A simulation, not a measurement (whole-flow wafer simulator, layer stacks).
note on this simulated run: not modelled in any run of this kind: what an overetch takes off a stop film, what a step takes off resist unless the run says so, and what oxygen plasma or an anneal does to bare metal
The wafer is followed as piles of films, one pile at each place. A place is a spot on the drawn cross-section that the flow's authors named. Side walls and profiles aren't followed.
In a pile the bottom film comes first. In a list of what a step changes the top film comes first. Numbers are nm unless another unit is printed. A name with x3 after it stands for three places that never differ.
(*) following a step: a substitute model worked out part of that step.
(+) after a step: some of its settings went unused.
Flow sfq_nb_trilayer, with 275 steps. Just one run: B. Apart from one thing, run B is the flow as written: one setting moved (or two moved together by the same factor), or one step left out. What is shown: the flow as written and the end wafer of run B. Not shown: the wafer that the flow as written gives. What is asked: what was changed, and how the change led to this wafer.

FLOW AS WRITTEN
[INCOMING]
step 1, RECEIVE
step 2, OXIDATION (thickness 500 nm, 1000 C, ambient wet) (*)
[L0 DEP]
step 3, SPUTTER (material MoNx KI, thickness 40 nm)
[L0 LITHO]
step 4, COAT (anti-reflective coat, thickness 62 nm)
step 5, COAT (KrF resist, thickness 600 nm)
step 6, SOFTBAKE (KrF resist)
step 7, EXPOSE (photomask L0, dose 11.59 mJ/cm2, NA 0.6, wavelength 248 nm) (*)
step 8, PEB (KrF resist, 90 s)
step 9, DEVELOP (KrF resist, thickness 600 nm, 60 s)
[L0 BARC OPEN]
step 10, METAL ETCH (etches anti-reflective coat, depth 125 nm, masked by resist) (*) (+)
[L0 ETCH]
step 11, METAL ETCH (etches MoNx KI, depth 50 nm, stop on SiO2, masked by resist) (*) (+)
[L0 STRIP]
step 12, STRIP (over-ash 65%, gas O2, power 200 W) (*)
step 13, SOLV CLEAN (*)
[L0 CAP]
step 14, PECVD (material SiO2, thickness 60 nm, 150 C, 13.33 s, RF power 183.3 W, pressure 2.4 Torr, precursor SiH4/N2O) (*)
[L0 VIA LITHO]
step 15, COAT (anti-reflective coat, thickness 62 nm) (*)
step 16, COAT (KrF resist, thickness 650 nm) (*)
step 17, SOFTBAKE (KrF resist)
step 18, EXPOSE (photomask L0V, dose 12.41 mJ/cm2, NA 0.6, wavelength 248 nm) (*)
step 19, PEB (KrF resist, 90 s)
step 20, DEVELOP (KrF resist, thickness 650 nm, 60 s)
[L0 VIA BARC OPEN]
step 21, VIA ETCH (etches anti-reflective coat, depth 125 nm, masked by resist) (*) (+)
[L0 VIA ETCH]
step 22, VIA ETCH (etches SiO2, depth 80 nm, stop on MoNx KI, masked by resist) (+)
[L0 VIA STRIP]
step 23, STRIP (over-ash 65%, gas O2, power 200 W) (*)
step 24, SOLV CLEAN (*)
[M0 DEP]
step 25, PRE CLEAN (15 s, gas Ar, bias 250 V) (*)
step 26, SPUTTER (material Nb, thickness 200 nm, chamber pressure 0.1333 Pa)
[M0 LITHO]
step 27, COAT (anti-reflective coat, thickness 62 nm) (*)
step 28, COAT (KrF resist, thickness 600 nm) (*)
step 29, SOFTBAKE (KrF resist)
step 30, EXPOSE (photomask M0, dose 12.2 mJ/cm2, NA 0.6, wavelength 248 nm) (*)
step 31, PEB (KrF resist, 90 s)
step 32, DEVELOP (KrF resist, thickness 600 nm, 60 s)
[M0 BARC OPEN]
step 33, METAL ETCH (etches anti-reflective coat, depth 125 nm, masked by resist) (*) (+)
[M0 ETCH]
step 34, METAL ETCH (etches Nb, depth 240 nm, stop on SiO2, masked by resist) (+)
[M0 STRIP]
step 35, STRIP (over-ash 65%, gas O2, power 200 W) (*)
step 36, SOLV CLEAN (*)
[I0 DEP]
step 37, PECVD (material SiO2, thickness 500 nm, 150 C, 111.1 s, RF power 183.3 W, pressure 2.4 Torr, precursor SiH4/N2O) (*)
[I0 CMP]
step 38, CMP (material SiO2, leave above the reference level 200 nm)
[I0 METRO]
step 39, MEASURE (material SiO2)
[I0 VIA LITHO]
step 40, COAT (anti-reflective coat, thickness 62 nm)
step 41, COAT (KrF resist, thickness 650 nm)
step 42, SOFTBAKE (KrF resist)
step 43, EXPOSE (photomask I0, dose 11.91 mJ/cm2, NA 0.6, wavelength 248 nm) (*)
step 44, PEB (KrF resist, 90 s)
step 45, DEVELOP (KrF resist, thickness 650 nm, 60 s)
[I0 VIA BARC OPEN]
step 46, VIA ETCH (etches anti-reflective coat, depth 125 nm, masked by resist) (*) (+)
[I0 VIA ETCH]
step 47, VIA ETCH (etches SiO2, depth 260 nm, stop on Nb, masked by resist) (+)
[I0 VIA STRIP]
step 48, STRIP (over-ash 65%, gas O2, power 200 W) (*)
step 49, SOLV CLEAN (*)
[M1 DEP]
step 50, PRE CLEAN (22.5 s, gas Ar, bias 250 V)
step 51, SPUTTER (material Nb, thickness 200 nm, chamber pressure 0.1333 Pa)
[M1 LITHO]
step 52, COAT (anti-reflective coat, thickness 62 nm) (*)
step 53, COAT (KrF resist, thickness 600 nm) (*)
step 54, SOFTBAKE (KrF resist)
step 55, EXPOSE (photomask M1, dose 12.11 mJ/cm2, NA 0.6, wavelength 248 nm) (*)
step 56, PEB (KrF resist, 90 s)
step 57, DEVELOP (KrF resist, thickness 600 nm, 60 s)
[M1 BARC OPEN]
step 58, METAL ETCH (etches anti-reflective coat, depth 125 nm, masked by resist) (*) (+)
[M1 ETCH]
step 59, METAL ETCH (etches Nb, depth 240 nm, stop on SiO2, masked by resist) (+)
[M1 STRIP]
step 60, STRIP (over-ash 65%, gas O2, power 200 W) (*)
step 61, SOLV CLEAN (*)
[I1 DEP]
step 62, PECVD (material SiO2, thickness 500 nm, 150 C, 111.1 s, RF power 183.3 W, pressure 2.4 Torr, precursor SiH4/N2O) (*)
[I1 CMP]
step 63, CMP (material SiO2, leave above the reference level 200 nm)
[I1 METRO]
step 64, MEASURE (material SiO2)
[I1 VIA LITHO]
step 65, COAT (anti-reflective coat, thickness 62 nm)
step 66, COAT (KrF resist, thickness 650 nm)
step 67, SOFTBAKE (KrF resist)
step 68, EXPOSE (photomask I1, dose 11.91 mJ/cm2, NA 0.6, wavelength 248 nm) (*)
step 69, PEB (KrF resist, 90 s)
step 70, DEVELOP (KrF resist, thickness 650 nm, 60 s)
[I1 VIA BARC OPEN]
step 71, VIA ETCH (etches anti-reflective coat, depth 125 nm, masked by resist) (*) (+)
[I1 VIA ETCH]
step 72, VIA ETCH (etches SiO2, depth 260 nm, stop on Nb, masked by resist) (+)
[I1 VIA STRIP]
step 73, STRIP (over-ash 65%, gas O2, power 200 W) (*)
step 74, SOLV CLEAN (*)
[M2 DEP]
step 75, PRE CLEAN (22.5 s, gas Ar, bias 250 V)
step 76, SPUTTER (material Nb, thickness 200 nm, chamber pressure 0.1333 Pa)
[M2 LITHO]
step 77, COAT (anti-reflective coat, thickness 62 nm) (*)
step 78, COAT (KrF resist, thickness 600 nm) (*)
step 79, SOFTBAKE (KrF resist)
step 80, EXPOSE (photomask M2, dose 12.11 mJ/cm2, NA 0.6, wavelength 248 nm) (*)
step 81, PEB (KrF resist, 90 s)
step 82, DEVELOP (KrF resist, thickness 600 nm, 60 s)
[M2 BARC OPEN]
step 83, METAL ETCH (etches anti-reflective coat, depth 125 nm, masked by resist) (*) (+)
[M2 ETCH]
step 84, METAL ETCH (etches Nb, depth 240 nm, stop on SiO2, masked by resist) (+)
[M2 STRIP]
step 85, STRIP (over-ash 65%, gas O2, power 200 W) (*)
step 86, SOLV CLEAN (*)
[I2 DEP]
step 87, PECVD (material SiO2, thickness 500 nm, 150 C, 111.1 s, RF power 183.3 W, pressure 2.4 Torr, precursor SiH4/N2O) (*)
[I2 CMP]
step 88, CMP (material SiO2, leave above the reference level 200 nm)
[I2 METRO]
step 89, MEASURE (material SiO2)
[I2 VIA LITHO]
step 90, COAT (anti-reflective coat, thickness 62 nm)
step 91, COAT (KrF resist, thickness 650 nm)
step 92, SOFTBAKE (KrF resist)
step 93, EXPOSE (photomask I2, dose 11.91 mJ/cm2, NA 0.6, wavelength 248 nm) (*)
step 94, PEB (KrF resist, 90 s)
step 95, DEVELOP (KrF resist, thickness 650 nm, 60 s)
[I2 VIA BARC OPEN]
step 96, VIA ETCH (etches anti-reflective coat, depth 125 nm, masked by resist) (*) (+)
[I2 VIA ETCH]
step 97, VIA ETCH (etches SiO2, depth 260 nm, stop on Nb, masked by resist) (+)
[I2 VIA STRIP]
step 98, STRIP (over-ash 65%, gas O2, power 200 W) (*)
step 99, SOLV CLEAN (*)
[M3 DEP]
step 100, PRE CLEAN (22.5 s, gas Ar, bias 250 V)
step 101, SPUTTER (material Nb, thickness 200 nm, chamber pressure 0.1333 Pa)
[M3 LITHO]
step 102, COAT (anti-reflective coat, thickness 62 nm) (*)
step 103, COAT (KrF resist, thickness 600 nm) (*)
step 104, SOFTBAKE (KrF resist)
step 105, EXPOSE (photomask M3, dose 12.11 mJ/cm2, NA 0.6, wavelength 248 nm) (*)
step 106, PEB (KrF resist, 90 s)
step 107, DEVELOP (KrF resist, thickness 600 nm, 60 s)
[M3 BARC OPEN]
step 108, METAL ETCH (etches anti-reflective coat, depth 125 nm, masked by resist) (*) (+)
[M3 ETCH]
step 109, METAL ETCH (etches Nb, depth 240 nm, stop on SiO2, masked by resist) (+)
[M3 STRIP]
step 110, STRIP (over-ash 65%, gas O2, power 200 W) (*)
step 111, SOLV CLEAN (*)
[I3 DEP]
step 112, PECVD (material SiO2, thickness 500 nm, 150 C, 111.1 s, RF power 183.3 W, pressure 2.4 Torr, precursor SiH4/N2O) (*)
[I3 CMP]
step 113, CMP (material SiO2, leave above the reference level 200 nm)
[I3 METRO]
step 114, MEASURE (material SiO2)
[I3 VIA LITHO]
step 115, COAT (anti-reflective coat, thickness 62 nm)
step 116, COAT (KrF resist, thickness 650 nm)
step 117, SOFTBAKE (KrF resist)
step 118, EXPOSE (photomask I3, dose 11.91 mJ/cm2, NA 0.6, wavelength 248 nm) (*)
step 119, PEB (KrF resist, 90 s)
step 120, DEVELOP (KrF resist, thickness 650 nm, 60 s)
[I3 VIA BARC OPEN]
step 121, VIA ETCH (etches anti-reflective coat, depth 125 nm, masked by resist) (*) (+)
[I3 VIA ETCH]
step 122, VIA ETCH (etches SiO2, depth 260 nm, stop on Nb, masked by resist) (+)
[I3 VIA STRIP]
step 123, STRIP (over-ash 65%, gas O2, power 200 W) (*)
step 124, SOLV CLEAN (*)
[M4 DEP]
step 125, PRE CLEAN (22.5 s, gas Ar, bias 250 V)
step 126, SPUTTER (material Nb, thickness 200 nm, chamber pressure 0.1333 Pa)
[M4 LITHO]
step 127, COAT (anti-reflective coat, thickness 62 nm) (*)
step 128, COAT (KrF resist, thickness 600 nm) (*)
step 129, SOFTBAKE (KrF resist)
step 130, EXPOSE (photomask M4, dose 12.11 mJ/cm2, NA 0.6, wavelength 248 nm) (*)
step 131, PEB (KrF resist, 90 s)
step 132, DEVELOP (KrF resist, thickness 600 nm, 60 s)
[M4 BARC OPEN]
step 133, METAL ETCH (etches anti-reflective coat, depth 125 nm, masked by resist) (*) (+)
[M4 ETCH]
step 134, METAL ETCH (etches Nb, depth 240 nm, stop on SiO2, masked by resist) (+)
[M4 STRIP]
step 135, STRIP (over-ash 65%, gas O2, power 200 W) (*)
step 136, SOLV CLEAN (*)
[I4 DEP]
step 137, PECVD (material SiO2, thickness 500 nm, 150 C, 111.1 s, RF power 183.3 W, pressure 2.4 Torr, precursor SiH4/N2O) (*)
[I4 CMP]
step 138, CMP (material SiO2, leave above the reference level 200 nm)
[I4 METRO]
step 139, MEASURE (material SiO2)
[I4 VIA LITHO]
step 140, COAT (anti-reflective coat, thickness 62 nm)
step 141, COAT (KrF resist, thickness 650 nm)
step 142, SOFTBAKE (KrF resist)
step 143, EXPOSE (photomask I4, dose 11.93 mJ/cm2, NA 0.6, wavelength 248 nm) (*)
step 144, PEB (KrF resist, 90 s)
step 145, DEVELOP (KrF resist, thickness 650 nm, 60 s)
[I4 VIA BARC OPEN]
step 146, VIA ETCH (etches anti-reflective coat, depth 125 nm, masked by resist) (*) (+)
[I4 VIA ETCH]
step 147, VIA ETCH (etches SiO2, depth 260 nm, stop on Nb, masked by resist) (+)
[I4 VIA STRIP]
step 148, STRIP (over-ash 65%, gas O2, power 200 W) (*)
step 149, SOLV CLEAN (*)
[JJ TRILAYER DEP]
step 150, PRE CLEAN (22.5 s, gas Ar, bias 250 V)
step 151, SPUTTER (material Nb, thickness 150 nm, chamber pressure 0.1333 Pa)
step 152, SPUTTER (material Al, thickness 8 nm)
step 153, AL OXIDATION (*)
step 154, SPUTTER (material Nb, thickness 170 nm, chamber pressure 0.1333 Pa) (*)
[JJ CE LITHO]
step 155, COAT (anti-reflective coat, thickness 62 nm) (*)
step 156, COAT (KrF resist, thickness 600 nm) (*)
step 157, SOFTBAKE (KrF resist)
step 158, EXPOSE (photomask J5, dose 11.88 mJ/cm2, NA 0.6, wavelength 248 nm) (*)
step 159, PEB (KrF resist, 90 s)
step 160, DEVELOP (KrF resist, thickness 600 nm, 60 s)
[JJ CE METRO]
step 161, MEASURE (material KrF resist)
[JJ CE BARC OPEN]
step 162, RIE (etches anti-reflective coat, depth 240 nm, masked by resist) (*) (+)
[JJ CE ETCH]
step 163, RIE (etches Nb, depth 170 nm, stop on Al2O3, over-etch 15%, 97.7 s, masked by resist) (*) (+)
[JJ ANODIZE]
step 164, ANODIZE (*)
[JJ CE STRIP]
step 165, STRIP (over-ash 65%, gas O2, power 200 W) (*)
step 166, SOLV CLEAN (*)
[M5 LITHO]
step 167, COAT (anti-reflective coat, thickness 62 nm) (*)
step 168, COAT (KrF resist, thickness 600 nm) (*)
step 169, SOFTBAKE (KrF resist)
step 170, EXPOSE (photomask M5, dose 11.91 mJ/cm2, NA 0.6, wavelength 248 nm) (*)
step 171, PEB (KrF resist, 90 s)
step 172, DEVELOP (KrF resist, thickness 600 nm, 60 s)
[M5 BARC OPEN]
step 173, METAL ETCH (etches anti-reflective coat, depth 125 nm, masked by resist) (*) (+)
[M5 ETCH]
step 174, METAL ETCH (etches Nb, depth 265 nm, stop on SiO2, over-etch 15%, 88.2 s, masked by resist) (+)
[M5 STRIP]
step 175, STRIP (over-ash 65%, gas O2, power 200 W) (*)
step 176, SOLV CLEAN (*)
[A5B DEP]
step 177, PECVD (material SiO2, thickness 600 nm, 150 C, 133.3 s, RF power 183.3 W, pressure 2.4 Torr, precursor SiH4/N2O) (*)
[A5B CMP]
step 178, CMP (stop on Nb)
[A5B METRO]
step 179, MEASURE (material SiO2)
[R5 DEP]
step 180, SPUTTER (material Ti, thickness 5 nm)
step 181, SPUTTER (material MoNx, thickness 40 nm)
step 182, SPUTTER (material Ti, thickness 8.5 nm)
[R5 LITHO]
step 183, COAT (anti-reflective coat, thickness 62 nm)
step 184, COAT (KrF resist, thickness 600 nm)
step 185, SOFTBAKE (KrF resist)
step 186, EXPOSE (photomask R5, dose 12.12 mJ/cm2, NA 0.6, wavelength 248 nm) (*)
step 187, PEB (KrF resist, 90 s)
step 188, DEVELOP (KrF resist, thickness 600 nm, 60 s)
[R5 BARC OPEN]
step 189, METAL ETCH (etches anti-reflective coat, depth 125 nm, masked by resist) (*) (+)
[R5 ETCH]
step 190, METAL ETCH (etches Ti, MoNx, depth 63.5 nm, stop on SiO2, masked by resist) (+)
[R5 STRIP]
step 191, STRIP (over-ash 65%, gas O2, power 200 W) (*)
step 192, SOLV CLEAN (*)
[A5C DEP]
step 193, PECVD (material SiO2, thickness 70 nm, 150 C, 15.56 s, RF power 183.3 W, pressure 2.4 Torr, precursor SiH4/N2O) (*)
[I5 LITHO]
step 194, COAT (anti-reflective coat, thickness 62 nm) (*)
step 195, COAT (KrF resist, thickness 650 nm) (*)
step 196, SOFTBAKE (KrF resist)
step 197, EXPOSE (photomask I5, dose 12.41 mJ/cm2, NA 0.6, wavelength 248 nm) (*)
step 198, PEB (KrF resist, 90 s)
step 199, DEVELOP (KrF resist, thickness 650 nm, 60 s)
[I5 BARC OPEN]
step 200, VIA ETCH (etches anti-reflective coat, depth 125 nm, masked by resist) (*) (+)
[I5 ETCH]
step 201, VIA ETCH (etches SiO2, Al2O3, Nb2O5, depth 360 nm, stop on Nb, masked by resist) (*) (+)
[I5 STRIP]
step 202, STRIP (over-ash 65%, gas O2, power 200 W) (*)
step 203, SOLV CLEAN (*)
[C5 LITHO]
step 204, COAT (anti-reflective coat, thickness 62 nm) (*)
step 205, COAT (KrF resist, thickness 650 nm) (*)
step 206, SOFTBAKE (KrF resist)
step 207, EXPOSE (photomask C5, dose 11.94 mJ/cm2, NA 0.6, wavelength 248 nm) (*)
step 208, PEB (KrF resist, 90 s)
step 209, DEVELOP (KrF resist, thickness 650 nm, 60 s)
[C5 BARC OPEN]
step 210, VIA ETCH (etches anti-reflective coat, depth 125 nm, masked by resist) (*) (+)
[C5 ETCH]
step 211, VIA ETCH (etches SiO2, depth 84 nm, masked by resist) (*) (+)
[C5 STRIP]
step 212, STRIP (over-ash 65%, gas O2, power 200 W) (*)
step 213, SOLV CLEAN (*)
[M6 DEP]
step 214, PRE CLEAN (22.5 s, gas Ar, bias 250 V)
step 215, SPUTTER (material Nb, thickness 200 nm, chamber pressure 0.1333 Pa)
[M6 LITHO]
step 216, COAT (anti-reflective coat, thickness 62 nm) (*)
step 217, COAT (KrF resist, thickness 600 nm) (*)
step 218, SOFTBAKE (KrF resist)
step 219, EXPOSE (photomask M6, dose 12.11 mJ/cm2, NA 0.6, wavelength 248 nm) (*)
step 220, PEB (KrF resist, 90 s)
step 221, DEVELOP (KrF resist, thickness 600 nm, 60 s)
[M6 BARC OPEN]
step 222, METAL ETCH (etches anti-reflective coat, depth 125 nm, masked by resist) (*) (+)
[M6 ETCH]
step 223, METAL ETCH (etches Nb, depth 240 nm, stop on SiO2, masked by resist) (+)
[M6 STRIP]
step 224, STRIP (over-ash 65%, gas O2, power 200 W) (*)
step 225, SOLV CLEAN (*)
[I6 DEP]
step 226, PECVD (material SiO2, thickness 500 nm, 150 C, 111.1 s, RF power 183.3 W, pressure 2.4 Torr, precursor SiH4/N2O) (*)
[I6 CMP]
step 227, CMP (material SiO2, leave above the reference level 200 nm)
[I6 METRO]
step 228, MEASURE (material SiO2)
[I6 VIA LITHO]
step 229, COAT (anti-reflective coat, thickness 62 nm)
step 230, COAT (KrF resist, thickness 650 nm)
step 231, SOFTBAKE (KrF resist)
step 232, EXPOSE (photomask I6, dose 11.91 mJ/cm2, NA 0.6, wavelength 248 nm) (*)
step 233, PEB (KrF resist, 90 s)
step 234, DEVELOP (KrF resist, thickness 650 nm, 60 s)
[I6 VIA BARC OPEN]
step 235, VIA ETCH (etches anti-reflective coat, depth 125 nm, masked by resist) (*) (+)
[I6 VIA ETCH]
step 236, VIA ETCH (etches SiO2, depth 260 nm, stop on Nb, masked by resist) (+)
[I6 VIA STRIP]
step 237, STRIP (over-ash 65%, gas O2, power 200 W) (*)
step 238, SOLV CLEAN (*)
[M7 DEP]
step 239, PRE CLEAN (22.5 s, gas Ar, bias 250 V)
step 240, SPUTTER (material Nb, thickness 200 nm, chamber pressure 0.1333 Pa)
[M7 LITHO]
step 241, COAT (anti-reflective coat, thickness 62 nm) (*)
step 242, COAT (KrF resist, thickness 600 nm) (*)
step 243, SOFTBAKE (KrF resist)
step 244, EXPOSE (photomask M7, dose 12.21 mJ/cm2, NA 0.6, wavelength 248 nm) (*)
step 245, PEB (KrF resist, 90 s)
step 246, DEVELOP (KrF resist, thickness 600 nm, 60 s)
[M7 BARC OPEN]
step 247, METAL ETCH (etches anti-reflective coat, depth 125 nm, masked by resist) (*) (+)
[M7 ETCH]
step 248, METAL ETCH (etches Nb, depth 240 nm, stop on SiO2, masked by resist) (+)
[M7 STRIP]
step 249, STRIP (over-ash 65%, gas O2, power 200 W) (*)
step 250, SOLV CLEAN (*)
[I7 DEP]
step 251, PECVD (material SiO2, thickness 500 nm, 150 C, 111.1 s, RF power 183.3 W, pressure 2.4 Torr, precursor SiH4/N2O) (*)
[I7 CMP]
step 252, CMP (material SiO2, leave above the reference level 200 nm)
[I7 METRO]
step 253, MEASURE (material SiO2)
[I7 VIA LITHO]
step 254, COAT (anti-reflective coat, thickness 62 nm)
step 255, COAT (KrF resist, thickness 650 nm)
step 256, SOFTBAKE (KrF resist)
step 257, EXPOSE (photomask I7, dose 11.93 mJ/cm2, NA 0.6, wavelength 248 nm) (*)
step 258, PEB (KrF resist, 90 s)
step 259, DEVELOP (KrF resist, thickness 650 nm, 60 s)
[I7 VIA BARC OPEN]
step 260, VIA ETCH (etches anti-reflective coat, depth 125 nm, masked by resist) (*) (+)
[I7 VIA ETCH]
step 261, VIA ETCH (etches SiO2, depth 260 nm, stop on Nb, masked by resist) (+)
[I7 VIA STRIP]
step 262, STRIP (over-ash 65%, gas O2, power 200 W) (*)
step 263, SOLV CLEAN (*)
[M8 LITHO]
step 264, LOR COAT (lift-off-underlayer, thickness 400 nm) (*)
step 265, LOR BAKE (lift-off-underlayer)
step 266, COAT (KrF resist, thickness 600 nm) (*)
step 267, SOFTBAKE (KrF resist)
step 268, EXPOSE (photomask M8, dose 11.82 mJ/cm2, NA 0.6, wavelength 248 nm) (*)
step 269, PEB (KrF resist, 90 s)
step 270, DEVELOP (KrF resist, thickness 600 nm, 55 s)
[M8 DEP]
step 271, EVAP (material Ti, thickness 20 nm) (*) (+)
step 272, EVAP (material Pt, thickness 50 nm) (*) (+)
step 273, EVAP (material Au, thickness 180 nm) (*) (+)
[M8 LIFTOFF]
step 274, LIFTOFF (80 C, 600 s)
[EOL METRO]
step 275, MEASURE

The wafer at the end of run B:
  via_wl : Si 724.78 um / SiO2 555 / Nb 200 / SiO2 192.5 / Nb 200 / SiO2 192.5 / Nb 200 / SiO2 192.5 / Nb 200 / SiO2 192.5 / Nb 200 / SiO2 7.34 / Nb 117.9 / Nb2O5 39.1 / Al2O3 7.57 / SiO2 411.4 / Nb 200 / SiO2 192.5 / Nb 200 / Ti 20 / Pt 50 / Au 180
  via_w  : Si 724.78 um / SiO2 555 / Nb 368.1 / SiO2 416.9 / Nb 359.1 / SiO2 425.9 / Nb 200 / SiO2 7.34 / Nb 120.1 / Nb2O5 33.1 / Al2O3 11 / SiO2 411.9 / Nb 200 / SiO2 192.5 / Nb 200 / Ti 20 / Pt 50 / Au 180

Cause: step 147, VIA ETCH: depth 185 nm was run, whereas the flow has depth 260 nm.

The path from the change to this, step by step:
  step 147, VIA ETCH (etches SiO2, depth 260 nm, stop on Nb, masked by resist) (+)
      via_wl, via_w, via_wr: -185 SiO2 (as written it would have been: -199.8 SiO2 (all of it))
      field_l, v_sur, via_sp and 100 more: -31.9 KrF resist (as written it would have been: -44.8 KrF resist)
  step 148, STRIP (over-ash 65%, gas O2, power 200 W) (*)
      field_l, v_sur, via_sp and 100 more: -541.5 KrF resist (all of it), -62 anti-reflective coat (all of it) (as written it would have been: -528.6 KrF resist (all of it), -62 anti-reflective coat (all of it))
  step 150, PRE CLEAN (22.5 s, gas Ar, bias 250 V)
      via_wl, via_w, via_wr: -7.5 SiO2 (as written it would have been: -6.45 Nb)
  step 151, SPUTTER (material Nb, thickness 150 nm, chamber pressure 0.1333 Pa)
      via_wl, via_w, via_wr: +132 Nb (new film) (as written it would have been: +130.4 Nb)
  step 155, COAT (anti-reflective coat, thickness 62 nm) (*)
      via_wl, via_wr: +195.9 anti-reflective coat (new film) (as written it would have been: +209.4 anti-reflective coat (new film))
  step 162, RIE (etches anti-reflective coat, depth 240 nm, masked by resist) (*) (+)
      ce_l, c5j, ce_r, wl_jj: -195.9 KrF resist (as written it would have been: -209.4 KrF resist)
      via_wl, via_wr: -195.9 anti-reflective coat (all of it) (as written it would have been: -209.4 anti-reflective coat (all of it))
  step 165, STRIP (over-ash 65%, gas O2, power 200 W) (*)
      c5j, ce_r: -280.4 KrF resist (all of it), -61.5 anti-reflective coat (all of it) (as written it would have been: -266.9 KrF resist (all of it), -61.5 anti-reflective coat (all of it))
      ce_l: -280.3 KrF resist (all of it), -61.5 anti-reflective coat (all of it) (as written it would have been: -266.8 KrF resist (all of it), -61.4 anti-reflective coat (all of it))
      (as well as at 1 more place)
  step 167, COAT (anti-reflective coat, thickness 62 nm) (*)
      via_wl: +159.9 anti-reflective coat (new film) (as written it would have been: +170.5 anti-reflective coat (new film))
      via_wr: +159.9 anti-reflective coat (new film) (as written it would have been: +170.6 anti-reflective coat (new film))
      (as well as at 2 more places)
  step 175, STRIP (over-ash 65%, gas O2, power 200 W) (*)
      via_wl: -425.9 KrF resist (all of it), -159.9 anti-reflective coat (all of it) (as written it would have been: -427 KrF resist (all of it), -170.5 anti-reflective coat (all of it))
      via_w: -493.3 KrF resist (all of it), -83.3 anti-reflective coat (all of it) (as written it would have been: -503.5 KrF resist (all of it), -84.1 anti-reflective coat (all of it))
      (as well as at 3 more places)
  step 178, CMP (stop on Nb)
      via_wl, via_wr: -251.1 SiO2 (as written it would have been: -235.7 SiO2)
      via_w: -250.6 SiO2 (as written it would have been: -235.2 SiO2)
If metal films that touch count as one body, via_wl has 8 bodies (between them, from the top down: SiO2 192.5; SiO2 411.4 / Al2O3 7.57 / Nb2O5 39.1; SiO2 7.34; SiO2 192.5; SiO2 192.5; SiO2 192.5; SiO2 192.5); the flow as written gives 7 bodies (between them, from the top down: SiO2 192.5; SiO2 426.8 / Al2O3 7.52 / Nb2O5 39.2; SiO2 192.5; SiO2 192.5; SiO2 192.5; SiO2 192.5).
If metal films that touch count as one body, via_w has 6 bodies (between them, from the top down: SiO2 192.5; SiO2 411.9 / Al2O3 11 / Nb2O5 33.1; SiO2 7.34; SiO2 425.9; SiO2 416.9); the flow as written gives 5 bodies (between them, from the top down: SiO2 192.5; SiO2 427.3 / Al2O3 10.8 / Nb2O5 33.3; SiO2 425.9; SiO2 416.9).
